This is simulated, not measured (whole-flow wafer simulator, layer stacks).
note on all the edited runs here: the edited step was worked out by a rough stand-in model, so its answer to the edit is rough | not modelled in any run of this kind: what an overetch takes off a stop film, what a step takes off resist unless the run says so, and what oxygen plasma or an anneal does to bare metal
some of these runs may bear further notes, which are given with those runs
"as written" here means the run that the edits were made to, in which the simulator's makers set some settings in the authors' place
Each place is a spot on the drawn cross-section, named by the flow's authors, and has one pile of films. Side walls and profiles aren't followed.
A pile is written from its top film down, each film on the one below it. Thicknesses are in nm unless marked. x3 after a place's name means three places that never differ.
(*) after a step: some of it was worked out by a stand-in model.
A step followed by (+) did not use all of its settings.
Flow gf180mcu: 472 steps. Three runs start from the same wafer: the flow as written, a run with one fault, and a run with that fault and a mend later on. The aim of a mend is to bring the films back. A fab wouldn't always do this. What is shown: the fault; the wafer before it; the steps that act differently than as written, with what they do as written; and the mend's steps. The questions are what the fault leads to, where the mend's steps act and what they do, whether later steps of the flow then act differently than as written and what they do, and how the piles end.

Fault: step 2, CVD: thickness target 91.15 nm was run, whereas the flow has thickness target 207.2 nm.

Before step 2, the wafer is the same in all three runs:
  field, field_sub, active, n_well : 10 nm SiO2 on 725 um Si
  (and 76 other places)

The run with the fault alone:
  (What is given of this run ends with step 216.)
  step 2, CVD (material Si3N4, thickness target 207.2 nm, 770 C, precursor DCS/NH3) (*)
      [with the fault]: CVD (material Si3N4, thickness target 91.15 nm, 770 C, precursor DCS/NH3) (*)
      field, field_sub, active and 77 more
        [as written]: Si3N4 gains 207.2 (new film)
        [with the fault]: Si3N4 gains 91.2 (new film)
  Later steps of the flow acting differently than as written (6 other steps are not shown; they differ only slightly, by no more than 2% or 0.5 nm, whichever is larger):
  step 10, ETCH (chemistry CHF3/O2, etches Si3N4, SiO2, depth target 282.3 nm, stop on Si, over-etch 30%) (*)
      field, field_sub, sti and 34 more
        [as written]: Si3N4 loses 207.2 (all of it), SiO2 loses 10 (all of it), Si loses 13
        [with the fault]: Si3N4 loses 91.2 (all of it), SiO2 loses 10 (all of it), Si loses 36.2
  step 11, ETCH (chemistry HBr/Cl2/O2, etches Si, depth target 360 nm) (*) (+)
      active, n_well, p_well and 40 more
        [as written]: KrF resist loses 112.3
        [with the fault]: KrF resist loses 104.6
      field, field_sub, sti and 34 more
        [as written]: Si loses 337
        [with the fault]: Si loses 313.8
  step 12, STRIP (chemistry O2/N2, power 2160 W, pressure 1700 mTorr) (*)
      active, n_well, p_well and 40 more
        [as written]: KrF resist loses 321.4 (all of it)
        [with the fault]: KrF resist loses 329.1 (all of it)
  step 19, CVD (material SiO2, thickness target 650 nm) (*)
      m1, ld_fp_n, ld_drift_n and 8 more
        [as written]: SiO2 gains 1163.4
        [with the fault]: SiO2 gains 1047.4
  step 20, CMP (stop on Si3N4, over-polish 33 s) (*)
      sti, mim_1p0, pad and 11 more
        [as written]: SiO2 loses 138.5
        [with the fault]: SiO2 loses 254.5
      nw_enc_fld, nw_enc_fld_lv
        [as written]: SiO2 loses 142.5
        [with the fault]: SiO2 loses 258.5
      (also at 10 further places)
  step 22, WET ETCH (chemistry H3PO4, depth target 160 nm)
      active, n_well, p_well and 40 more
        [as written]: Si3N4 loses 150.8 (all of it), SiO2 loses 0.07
        [with the fault]: Si3N4 loses 34.7 (all of it), SiO2 loses 0.98
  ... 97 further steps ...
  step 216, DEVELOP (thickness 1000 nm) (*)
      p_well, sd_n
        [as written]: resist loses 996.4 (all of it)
        [with the fault]: resist loses 884.4 (all of it)
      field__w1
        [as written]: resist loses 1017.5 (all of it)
        [with the fault]: resist loses 1078.2 (all of it)
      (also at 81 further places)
  The piles after step 216 differ from the flow's at field, field__w1, field__w2 and 68 more by more than 2% or 0.5 nm, whichever is larger.
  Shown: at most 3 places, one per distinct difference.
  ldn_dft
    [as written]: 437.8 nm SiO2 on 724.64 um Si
    [with the fault]: 50 nm SiO2 on 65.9 nm Si3N4 on 276.1 nm SiO2 on 724.63 um Si
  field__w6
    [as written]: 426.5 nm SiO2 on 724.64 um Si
    [with the fault]: 58.6 nm SiO2 on 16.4 nm poly-Si on 257.5 nm SiO2 on 724.63 um Si
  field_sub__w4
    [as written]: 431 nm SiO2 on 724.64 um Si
    [with the fault]: 58.9 nm SiO2 on 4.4 nm poly-Si on 261.8 nm SiO2 on 724.63 um Si

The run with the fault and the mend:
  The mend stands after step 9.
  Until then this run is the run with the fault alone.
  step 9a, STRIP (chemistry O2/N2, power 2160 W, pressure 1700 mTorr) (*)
      active, n_well, p_well and 40 more
        KrF resist loses 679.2 (all of it)
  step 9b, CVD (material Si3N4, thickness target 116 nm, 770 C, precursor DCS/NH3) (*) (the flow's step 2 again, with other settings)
      field, field_sub, active and 77 more
        Si3N4 gains 116
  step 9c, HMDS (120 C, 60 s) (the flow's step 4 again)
      does not change any film at any place that is followed
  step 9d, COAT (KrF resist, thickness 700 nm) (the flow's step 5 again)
      field, field_sub, active and 77 more
        KrF resist gains 700 (new film)
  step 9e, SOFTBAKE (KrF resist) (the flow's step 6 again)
      does not change any film at any place that is followed
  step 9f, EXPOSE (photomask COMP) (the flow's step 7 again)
      does not change any film at any place that is followed
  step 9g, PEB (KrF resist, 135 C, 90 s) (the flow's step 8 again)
      field, field_sub, active and 77 more
        KrF resist loses 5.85
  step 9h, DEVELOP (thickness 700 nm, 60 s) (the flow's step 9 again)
      active, n_well, p_well and 40 more
        KrF resist loses 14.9
      field, field_sub, sti and 34 more
        KrF resist loses 694.2 (all of it)
  None of the later steps of the flow differs from how it acts as written, at any place that is followed, by more than 2% or 0.5 nm, whichever is larger.
  At every place that both follow, the piles at the end match the flow's.
